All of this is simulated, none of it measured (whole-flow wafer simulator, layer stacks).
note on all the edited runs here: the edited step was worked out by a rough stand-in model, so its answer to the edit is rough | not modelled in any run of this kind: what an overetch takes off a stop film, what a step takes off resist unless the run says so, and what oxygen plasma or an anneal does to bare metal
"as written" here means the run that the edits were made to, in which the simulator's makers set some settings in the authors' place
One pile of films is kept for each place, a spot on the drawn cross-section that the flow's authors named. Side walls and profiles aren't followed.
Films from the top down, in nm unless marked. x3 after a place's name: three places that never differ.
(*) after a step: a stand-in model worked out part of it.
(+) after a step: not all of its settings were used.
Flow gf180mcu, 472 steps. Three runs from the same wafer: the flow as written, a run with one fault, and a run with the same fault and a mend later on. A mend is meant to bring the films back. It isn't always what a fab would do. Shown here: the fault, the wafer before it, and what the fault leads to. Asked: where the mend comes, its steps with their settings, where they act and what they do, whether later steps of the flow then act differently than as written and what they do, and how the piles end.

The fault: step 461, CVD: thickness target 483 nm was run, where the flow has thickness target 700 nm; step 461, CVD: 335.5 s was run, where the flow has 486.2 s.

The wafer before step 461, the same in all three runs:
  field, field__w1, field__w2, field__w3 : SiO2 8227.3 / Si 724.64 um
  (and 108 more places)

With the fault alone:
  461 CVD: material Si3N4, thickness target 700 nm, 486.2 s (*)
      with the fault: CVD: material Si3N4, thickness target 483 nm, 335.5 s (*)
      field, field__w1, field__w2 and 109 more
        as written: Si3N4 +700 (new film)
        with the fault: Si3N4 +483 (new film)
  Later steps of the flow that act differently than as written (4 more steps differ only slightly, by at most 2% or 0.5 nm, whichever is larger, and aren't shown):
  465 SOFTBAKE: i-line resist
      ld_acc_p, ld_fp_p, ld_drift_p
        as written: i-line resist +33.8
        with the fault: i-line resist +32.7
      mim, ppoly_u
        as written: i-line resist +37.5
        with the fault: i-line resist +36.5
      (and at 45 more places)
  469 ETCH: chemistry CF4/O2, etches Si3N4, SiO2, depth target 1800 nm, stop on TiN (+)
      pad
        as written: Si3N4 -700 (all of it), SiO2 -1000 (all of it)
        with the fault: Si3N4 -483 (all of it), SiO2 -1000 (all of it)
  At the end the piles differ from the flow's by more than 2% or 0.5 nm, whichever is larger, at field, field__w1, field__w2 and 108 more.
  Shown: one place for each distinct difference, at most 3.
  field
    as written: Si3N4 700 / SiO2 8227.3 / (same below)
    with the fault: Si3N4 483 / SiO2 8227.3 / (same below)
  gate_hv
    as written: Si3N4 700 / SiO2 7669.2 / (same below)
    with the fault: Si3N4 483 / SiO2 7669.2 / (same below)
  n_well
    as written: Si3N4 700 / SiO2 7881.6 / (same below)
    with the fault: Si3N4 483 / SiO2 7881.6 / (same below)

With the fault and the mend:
  The mend comes after step 461.
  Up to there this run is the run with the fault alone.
  461a CVD: material Si3N4, thickness target 217 nm, 150.7 s (*) (the flow's step 461 once more, with other settings)
      field, field__w1, field__w2 and 109 more
        Si3N4 +217.1
  No later step of the flow acts differently than as written, at any place that is followed, by more than 2% or 0.5 nm, whichever is larger.
  At the end the piles differ from the flow's only slightly at the places that both follow, by at most 2% or 0.5 nm, whichever is larger.
